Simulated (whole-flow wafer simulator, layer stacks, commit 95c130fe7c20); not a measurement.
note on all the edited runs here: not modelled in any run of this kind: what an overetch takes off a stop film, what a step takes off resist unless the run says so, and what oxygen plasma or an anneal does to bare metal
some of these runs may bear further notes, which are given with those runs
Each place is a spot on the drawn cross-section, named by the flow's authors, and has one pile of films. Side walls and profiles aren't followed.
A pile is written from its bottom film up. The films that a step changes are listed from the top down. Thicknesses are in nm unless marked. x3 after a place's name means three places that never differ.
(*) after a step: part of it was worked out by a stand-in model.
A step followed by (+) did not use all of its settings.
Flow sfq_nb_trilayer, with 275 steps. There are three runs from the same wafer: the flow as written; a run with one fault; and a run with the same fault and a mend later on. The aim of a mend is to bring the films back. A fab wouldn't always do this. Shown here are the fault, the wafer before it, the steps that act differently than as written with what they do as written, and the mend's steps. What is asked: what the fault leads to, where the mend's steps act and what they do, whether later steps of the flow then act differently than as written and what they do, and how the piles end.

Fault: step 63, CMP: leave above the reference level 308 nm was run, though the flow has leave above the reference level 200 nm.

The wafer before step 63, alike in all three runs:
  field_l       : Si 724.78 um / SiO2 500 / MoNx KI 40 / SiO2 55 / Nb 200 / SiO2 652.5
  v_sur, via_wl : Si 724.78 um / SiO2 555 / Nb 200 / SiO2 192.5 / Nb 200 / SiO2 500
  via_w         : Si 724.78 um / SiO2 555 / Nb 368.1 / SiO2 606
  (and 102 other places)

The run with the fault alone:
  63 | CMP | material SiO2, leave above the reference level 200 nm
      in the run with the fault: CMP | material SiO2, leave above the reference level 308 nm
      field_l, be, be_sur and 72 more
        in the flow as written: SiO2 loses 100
        in the run with the fault: nothing
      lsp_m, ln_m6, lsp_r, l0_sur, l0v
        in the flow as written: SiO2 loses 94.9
        in the run with the fault: nothing
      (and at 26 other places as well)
  Steps further on in the flow that do not act as written (6 other steps are not shown; they differ only slightly, by no more than 2% or 0.5 nm, whichever is larger):
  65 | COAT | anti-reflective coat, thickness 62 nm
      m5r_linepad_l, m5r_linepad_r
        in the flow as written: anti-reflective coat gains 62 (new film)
        in the run with the fault: anti-reflective coat gains 65.4 (new film)
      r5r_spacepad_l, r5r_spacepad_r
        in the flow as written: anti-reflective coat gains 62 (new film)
        in the run with the fault: anti-reflective coat gains 65.5 (new film)
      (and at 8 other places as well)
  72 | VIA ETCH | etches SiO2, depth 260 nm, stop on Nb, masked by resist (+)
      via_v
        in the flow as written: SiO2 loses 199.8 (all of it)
        in the run with the fault: SiO2 loses 260
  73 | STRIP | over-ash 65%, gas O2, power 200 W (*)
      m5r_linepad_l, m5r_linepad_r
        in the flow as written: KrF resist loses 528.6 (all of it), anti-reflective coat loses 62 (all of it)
        in the run with the fault: KrF resist loses 527.6 (all of it), anti-reflective coat loses 65.4 (all of it)
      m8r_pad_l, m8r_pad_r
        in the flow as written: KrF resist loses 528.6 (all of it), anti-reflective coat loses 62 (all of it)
        in the run with the fault: KrF resist loses 528.4 (all of it), anti-reflective coat loses 64.4 (all of it)
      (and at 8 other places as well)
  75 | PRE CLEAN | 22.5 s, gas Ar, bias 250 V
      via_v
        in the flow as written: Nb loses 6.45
        in the run with the fault: SiO2 loses 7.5
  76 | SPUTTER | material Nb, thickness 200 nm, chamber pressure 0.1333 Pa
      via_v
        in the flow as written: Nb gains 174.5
        in the run with the fault: Nb gains 163.1 (new film)
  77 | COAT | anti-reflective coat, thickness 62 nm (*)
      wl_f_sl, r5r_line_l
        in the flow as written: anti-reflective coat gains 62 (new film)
        in the run with the fault: anti-reflective coat gains 63.4 (new film)
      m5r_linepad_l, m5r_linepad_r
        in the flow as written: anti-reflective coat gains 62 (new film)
        in the run with the fault: anti-reflective coat gains 65 (new film)
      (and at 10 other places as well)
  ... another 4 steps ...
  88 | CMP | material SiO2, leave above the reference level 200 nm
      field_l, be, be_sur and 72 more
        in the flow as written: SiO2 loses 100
        in the run with the fault: SiO2 loses 92
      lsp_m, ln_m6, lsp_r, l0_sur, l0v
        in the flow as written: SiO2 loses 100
        in the run with the fault: SiO2 loses 86.9
  By the end, the piles at field_l, v_sur, via_wl and 103 more depart from the flow's by more than 2% or 0.5 nm, whichever is larger.
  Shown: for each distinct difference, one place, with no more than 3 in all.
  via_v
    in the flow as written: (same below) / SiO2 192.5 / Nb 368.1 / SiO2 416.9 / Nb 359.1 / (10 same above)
    in the run with the fault: (same below) / SiO2 192.5 / Nb 200 / SiO2 40.3 / Nb 163.1 / SiO2 489.6 / Nb 359.1 / (10 same above)
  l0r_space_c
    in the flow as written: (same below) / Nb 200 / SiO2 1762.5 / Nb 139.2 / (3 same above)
    in the run with the fault: (same below) / Nb 200 / SiO2 1870.5 / Nb 139.2 / (3 same above)
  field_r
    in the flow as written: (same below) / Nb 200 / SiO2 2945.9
    in the run with the fault: (same below) / Nb 200 / SiO2 3053.9

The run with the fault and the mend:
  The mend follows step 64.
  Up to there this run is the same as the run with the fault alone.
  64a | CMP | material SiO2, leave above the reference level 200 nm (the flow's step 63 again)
      field_l, be, be_sur and 72 more
        SiO2 loses 100
      v_sur, via_wl, via_w and 23 more
        SiO2 loses 108
      lsp_m, ln_m6, lsp_r, l0_sur, l0v
        SiO2 loses 94.9
  Later steps of the flow that are run all act as written at every place that is followed.
  By the end, the piles equal the flow's at every place that both follow.
